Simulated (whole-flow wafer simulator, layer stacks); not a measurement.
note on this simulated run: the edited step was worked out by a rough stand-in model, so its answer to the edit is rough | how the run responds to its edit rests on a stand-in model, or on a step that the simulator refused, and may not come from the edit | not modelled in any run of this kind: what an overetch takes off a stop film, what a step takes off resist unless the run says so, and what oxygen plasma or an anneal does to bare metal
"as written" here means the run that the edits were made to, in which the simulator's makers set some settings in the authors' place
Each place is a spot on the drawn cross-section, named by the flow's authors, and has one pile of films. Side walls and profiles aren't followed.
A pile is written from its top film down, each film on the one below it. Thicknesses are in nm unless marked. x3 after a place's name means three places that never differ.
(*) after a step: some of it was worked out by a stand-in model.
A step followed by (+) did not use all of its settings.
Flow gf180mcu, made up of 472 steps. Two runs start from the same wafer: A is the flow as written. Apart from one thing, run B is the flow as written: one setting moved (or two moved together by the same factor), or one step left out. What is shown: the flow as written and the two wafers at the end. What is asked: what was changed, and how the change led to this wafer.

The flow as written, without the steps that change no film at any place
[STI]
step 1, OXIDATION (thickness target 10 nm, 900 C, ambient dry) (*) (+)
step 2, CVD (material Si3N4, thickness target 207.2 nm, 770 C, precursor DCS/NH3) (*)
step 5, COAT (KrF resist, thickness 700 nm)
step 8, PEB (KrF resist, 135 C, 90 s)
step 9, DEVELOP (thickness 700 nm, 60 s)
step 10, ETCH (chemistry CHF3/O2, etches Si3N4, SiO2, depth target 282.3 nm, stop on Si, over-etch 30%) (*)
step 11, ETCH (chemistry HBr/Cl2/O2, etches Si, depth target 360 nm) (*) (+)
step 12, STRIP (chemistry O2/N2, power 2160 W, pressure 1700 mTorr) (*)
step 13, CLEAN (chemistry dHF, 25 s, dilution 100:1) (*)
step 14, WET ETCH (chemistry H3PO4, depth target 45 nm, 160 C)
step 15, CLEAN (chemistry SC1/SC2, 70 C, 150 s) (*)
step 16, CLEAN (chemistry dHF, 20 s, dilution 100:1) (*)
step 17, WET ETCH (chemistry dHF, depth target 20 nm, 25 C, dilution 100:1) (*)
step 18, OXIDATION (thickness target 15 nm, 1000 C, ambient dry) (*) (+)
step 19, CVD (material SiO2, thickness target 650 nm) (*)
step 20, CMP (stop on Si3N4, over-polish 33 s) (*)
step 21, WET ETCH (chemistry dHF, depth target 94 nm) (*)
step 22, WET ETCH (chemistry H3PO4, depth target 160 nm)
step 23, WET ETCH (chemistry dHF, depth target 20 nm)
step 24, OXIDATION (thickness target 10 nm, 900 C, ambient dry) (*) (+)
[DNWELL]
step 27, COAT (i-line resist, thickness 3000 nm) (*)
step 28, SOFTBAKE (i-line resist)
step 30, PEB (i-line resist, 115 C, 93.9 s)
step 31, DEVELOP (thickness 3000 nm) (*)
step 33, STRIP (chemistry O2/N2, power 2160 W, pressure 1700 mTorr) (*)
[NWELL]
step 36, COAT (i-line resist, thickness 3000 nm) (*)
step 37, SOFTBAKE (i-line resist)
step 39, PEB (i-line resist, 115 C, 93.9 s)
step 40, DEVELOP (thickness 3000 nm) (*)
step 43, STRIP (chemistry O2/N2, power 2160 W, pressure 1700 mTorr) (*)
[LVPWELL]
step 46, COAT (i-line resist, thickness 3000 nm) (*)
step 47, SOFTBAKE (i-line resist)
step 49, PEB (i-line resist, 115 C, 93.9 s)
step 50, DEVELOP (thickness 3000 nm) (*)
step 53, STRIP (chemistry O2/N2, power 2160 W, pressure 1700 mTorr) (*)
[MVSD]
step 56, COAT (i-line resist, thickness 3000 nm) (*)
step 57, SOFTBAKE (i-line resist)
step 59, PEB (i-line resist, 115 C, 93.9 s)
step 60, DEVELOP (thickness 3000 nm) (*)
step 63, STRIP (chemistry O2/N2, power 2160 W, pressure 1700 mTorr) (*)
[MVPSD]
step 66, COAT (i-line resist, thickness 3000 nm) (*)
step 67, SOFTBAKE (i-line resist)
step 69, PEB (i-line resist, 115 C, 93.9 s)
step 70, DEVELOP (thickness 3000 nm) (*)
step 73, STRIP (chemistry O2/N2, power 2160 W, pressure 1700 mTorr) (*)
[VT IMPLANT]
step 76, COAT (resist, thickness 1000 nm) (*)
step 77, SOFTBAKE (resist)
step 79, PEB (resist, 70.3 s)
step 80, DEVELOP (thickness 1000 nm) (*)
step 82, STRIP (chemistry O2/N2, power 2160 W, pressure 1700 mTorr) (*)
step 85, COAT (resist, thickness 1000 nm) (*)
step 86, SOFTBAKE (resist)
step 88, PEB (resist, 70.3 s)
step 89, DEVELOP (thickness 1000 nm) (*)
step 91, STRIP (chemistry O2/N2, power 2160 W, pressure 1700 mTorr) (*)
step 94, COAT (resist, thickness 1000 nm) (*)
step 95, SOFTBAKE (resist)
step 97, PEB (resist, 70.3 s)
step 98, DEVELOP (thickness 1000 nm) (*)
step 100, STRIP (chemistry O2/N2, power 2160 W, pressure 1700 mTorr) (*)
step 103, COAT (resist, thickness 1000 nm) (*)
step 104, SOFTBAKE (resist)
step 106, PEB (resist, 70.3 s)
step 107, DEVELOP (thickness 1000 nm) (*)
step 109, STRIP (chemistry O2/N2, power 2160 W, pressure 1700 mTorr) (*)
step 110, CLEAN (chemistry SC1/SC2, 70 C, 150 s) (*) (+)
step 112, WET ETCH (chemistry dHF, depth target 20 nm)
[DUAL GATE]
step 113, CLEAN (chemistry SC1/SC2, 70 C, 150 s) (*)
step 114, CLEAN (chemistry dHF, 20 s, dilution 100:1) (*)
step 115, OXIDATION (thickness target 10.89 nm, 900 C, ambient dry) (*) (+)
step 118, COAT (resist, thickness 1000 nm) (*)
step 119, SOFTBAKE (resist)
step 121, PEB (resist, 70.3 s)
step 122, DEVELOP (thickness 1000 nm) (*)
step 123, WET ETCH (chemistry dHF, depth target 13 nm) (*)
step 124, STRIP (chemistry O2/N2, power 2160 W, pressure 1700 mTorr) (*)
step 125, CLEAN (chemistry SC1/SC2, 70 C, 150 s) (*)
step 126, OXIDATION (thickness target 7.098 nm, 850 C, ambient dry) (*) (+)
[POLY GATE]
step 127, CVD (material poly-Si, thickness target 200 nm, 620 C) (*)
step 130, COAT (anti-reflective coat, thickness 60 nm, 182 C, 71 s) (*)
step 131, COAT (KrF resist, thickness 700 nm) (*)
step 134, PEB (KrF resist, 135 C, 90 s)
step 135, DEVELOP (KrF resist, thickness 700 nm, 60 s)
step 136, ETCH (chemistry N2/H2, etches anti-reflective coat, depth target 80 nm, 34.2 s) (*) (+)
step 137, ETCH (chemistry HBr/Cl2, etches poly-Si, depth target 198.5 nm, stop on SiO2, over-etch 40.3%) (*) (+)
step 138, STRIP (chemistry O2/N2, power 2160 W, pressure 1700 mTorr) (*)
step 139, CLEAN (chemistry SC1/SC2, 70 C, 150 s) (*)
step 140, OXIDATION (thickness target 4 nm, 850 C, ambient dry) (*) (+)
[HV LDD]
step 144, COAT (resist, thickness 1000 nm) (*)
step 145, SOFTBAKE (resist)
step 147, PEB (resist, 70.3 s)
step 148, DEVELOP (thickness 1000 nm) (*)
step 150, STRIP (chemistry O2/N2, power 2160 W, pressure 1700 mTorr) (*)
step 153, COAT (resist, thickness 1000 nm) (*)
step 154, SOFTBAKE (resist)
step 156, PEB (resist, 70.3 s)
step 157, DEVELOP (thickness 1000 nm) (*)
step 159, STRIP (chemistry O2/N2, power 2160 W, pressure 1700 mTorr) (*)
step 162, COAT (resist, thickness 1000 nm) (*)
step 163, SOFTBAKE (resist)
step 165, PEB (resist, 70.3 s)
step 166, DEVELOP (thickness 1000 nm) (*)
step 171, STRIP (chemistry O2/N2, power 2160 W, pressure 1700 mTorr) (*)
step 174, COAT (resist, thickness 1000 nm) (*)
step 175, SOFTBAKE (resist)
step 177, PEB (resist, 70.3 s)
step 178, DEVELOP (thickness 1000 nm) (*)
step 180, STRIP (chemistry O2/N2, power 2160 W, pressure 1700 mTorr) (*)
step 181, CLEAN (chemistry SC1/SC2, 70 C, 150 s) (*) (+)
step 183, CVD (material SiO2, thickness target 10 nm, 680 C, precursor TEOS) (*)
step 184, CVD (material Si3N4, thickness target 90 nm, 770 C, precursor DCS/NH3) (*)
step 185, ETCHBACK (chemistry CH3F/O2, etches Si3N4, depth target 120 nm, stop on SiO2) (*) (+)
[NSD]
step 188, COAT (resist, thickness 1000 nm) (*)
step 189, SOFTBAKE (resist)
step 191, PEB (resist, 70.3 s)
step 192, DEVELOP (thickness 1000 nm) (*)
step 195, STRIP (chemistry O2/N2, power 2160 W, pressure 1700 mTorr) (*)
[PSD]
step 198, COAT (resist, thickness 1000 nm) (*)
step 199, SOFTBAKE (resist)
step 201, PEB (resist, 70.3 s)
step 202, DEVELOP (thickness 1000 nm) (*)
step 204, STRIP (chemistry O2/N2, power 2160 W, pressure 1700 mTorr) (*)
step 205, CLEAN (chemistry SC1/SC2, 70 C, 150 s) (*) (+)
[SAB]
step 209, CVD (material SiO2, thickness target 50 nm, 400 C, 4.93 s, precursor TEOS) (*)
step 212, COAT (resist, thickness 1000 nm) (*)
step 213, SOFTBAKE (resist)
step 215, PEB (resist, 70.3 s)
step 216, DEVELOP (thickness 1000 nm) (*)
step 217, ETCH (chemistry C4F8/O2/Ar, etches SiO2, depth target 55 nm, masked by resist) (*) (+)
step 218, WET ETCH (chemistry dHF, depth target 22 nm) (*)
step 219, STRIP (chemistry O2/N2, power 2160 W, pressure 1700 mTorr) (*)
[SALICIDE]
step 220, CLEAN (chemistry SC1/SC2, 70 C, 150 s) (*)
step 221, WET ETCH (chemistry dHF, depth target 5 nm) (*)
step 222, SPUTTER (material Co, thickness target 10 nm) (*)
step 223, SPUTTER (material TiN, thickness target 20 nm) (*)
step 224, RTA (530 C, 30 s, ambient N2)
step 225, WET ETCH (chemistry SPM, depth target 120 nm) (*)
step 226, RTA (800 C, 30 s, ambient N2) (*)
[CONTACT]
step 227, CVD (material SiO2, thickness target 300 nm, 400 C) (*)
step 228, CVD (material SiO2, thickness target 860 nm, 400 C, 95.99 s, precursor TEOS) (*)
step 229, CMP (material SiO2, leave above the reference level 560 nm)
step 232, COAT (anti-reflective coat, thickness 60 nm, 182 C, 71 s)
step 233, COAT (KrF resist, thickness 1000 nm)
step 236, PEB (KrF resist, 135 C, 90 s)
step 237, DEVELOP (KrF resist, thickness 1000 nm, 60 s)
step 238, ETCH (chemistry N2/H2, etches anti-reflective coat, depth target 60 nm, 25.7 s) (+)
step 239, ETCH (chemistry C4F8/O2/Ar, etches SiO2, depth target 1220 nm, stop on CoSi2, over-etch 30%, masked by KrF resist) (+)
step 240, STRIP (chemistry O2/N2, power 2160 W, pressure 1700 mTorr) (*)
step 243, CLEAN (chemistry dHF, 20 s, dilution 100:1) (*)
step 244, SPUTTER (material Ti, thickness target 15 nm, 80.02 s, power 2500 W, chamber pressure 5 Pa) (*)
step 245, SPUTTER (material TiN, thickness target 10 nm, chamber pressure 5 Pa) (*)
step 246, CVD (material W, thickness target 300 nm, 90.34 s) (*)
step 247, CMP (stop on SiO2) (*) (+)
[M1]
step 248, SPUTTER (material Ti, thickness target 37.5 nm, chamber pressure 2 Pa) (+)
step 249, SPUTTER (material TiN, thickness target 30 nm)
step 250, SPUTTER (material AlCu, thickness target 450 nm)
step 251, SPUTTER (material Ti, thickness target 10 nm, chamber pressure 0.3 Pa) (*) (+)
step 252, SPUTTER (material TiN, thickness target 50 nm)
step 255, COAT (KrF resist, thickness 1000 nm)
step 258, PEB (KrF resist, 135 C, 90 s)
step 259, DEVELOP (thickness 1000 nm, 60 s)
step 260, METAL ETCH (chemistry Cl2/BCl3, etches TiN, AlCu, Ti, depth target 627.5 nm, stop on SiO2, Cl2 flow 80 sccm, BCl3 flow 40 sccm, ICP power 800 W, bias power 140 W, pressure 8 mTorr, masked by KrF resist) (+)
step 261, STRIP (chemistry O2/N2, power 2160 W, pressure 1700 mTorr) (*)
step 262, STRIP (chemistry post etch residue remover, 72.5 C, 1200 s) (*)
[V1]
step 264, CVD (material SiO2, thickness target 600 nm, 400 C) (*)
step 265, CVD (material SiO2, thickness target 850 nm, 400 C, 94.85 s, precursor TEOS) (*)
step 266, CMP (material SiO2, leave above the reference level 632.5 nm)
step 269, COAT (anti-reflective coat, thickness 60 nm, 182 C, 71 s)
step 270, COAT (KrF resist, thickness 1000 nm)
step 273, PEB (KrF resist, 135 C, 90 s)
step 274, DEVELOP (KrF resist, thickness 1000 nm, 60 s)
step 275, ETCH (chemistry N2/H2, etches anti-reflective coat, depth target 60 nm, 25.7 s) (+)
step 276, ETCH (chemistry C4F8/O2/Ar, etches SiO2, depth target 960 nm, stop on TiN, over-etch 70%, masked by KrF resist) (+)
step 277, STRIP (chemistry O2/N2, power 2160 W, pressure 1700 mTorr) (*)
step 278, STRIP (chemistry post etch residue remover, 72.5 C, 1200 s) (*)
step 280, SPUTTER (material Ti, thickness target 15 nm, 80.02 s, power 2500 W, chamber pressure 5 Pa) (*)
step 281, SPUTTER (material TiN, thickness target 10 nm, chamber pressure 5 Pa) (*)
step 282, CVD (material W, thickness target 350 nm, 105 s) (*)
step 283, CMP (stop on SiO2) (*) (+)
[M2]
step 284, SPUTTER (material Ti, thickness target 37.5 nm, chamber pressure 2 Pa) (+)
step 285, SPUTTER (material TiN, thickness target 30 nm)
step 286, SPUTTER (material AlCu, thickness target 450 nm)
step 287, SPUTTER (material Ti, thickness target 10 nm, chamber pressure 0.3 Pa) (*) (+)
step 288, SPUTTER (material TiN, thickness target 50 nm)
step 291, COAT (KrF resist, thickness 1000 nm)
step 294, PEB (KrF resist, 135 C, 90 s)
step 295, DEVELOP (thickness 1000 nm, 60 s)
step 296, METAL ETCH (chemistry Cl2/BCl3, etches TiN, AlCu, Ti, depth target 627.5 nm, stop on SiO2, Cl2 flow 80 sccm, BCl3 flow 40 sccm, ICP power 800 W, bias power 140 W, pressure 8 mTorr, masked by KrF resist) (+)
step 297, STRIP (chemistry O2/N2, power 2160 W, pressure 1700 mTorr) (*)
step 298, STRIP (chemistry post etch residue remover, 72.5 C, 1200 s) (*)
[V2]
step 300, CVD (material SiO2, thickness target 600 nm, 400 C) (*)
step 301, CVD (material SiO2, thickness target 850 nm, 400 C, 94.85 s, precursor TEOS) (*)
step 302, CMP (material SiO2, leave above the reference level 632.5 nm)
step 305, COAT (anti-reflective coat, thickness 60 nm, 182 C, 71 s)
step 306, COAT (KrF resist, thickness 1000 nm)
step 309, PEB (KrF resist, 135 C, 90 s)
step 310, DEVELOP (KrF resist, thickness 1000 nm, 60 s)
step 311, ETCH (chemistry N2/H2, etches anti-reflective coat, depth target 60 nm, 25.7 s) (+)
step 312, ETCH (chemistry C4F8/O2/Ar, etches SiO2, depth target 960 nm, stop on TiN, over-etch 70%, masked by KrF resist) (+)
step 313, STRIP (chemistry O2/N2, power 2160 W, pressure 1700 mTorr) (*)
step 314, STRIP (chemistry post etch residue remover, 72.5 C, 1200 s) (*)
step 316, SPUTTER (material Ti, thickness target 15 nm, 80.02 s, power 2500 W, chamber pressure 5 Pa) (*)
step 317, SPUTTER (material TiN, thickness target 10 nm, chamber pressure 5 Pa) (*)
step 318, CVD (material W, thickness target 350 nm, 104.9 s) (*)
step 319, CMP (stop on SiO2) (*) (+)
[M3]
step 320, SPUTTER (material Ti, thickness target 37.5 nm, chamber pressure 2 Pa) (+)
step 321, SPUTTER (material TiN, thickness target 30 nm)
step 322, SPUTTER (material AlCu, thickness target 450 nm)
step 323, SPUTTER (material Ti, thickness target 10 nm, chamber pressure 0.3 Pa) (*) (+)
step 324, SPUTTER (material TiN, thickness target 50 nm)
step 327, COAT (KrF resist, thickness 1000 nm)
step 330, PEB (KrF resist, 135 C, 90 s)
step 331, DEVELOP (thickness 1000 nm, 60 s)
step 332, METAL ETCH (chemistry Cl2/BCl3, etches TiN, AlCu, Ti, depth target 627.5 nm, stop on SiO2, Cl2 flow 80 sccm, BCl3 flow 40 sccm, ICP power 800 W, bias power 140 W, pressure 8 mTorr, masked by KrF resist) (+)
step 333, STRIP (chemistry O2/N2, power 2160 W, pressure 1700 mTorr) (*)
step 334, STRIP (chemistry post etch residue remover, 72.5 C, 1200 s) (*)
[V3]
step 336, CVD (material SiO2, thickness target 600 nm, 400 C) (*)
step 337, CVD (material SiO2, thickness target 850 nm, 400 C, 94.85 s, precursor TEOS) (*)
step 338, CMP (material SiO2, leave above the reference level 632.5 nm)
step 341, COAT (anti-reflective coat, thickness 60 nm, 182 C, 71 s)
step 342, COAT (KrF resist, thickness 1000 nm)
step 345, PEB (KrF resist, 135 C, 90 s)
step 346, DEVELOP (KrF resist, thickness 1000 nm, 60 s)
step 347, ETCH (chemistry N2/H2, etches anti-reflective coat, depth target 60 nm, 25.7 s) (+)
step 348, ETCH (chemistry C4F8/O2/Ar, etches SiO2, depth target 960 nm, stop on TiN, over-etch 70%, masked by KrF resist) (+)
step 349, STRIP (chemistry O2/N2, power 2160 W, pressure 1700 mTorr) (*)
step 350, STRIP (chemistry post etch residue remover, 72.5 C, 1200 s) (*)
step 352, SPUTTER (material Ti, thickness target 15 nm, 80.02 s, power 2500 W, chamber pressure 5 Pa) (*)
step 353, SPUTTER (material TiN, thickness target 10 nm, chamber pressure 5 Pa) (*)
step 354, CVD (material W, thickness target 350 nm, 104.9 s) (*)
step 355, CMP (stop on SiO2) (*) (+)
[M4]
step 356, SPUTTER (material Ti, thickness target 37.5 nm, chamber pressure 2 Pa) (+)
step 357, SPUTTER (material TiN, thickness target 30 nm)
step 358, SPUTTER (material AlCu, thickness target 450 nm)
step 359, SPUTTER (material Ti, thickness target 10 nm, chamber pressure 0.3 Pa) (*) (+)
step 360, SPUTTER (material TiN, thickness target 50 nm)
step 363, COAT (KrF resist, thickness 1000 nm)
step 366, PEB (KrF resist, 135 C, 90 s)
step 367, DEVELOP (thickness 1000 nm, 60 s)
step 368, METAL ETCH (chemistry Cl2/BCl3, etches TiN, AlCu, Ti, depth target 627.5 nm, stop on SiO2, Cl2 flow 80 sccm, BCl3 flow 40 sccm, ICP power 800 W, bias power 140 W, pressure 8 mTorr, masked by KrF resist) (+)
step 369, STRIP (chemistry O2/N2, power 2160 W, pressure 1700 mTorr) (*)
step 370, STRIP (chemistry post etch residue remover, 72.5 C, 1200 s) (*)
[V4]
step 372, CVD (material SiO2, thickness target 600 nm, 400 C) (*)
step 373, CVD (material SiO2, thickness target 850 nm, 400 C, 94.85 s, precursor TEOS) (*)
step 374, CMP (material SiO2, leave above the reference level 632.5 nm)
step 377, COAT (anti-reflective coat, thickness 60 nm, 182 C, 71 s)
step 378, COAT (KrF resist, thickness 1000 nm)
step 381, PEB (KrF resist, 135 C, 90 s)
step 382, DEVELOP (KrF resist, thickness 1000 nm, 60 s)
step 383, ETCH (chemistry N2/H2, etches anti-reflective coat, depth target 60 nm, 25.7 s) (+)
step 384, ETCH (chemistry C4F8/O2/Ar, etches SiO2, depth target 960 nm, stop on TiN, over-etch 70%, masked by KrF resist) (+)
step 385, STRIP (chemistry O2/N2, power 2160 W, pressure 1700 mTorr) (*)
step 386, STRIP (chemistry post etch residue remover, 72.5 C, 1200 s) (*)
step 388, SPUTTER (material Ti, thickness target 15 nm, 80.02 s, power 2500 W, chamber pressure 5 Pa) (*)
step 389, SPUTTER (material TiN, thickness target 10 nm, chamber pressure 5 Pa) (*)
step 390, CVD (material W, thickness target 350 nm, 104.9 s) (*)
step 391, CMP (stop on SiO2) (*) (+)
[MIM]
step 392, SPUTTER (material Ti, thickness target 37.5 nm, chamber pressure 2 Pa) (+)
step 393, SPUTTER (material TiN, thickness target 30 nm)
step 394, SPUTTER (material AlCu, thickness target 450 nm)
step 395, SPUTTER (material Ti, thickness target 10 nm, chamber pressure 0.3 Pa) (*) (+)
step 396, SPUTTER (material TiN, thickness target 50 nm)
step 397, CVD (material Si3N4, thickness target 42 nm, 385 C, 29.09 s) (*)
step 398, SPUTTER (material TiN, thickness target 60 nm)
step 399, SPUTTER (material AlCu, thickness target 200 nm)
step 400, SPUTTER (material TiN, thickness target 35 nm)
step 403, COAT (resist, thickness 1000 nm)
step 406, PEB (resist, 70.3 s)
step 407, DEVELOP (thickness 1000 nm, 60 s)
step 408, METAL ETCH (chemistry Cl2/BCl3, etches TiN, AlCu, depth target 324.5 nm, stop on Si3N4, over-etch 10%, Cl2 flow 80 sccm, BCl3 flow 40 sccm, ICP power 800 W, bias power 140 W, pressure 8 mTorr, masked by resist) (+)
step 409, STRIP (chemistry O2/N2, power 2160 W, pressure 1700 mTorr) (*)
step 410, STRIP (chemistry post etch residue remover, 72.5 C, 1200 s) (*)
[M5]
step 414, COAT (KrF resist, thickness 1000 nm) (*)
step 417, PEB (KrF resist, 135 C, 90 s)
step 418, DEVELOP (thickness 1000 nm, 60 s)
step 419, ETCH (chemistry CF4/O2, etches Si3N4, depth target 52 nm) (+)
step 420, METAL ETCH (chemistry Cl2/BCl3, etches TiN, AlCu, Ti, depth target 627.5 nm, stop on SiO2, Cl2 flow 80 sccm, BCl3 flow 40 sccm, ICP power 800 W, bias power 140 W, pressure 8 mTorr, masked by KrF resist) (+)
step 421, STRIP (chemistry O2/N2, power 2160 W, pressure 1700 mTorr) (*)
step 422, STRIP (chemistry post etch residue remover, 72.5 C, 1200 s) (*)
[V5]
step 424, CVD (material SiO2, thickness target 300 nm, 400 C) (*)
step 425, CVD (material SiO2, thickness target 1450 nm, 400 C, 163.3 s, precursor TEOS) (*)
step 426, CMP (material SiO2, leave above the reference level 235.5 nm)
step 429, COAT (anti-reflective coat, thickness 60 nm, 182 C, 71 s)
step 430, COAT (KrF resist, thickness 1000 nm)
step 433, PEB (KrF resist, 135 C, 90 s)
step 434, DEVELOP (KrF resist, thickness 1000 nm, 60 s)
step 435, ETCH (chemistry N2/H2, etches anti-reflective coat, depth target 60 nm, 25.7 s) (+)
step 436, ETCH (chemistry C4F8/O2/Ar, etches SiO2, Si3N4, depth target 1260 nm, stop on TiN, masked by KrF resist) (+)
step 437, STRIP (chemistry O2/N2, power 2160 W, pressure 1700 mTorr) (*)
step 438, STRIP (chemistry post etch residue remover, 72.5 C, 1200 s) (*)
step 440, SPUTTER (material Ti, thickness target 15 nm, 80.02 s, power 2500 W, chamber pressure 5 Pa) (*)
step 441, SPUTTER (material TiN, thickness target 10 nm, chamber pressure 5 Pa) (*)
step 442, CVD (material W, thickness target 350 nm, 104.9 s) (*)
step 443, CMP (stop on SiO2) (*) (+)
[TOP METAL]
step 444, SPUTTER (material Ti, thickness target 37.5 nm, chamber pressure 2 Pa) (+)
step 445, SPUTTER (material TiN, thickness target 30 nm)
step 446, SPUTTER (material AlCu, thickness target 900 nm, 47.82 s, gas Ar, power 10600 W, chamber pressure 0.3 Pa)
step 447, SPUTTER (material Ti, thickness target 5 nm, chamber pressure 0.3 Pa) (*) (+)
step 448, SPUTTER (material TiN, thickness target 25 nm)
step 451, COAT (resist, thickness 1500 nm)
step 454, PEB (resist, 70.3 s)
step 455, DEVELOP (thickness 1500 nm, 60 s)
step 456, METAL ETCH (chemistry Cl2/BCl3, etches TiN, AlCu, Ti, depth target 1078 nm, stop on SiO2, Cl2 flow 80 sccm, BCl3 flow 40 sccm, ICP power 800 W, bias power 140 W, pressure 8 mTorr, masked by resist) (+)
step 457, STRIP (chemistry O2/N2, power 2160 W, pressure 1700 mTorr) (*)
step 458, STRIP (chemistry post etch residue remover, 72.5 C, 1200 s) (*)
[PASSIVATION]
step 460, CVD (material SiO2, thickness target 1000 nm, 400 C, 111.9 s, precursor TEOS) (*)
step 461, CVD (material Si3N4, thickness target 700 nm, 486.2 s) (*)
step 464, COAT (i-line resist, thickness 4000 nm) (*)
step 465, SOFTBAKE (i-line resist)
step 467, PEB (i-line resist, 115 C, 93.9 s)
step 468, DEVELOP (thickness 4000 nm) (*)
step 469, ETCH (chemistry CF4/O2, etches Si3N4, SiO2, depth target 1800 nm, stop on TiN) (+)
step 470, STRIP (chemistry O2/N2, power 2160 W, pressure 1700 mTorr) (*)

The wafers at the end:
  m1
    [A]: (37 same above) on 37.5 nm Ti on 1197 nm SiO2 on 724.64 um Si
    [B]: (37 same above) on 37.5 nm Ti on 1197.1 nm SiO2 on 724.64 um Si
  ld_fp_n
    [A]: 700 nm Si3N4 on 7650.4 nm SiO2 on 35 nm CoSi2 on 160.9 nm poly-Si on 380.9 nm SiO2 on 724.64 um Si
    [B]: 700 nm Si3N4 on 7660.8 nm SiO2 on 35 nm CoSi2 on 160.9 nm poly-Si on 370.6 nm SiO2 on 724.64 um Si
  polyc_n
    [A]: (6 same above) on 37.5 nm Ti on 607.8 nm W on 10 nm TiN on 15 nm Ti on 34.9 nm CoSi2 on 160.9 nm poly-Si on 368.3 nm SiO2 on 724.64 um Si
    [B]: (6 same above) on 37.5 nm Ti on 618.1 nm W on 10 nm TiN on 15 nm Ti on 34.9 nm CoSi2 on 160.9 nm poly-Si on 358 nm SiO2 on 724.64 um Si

Cause: step 2, CVD: thickness target 196.8 nm was run, though the flow has thickness target 207.2 nm.

Step by step, how the change led to this:
  step 2, CVD (material Si3N4, thickness target 207.2 nm, 770 C, precursor DCS/NH3) (*)
      field, field_sub, active and 77 more: A Si3N4 gains 207.2 (new film) | B Si3N4 gains 196.8 (new film)
  step 10, ETCH (chemistry CHF3/O2, etches Si3N4, SiO2, depth target 282.3 nm, stop on Si, over-etch 30%) (*)
      field, field_sub, sti and 34 more: A Si3N4 loses 207.2 (all of it), SiO2 loses 10 (all of it), Si loses 13 | B Si3N4 loses 196.8 (all of it), SiO2 loses 10 (all of it), Si loses 15.1
  step 20, CMP (stop on Si3N4, over-polish 33 s) (*)
      sti, mim_1p0, pad and 11 more: A SiO2 loses 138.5 | B SiO2 loses 148.8
      nw_enc_fld, nw_enc_fld_lv: A SiO2 loses 142.5 | B SiO2 loses 152.9
      (also at 10 further places)
  step 22, WET ETCH (chemistry H3PO4, depth target 160 nm)
      active, n_well, p_well and 40 more: A Si3N4 loses 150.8 (all of it), SiO2 loses 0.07 | B Si3N4 loses 140.4 (all of it), SiO2 loses 0.15
  step 28, SOFTBAKE (i-line resist)
      nw_enc_fld: A i-line resist loses 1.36 | B i-line resist gains 2.68
      ldn_fp, ldn_drn: A i-line resist gains 4.83 | B i-line resist gains 3.6
      (also at 33 further places)
  step 37, SOFTBAKE (i-line resist)
      nw_enc_fld: A i-line resist loses 1.36 | B i-line resist gains 2.68
      ldn_fp, ldn_drn: A i-line resist gains 4.83 | B i-line resist gains 3.6
      (also at 33 further places)
  step 47, SOFTBAKE (i-line resist)
      nw_enc_fld: A i-line resist loses 1.36 | B i-line resist gains 2.68
      ldn_fp, ldn_drn: A i-line resist gains 4.83 | B i-line resist gains 3.6
      (also at 33 further places)
  step 57, SOFTBAKE (i-line resist)
      nw_enc_fld: A i-line resist loses 1.36 | B i-line resist gains 2.68
      ldn_fp, ldn_drn: A i-line resist gains 4.83 | B i-line resist gains 3.6
      (also at 33 further places)
  step 67, SOFTBAKE (i-line resist)
      nw_enc_fld: A i-line resist loses 1.36 | B i-line resist gains 2.68
      ldn_fp, ldn_drn: A i-line resist gains 4.83 | B i-line resist gains 3.6
      (also at 33 further places)
  step 77, SOFTBAKE (resist)
      gate_p_hv: A resist gains 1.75 | B resist gains 1.22
  step 86, SOFTBAKE (resist)
      gate_p_hv: A resist gains 1.75 | B resist gains 1.22
  step 95, SOFTBAKE (resist)
      gate_p_hv: A resist gains 1.75 | B resist gains 1.22
  step 104, SOFTBAKE (resist)
      gate_p_hv: A resist gains 1.75 | B resist gains 1.22
  step 119, SOFTBAKE (resist)
      gate_p_hv: A resist gains 0.83 | B resist gains 0.29
  step 130, COAT (anti-reflective coat, thickness 60 nm, 182 C, 71 s) (*)
      p_well, spacer, sd_n: A anti-reflective coat gains 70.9 (new film) | B anti-reflective coat gains 60.8 (new film)
      ldn_ch, ldp_ch: A anti-reflective coat gains 66.7 (new film) | B anti-reflective coat gains 63.2 (new film)
      (also at 70 further places)
  step 136, ETCH (chemistry N2/H2, etches anti-reflective coat, depth target 80 nm, 34.2 s) (*) (+)
      p_well, spacer, sd_n: A anti-reflective coat loses 70.9 (all of it), poly-Si loses 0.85 | B anti-reflective coat loses 60.8 (all of it), poly-Si loses 1.11
      ldn_dft, ldp_dft: A anti-reflective coat loses 48.7 (all of it), poly-Si loses 1.42 | B anti-reflective coat loses 54.2 (all of it), poly-Si loses 1.28
      (also at 49 further places)
  ... 11 other steps ...
  step 229, CMP (material SiO2, leave above the reference level 560 nm)
      ldn_sep__w1, ldn_sep__w2, ldn_dft and 8 more: A SiO2 loses 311 | B SiO2 loses 300.7
      sti, mim_1p0, pad, dice_street, iso_nw_fld, iso_fld_sub: A SiO2 loses 296.8 | B SiO2 loses 286.5
      (also at 40 further places)
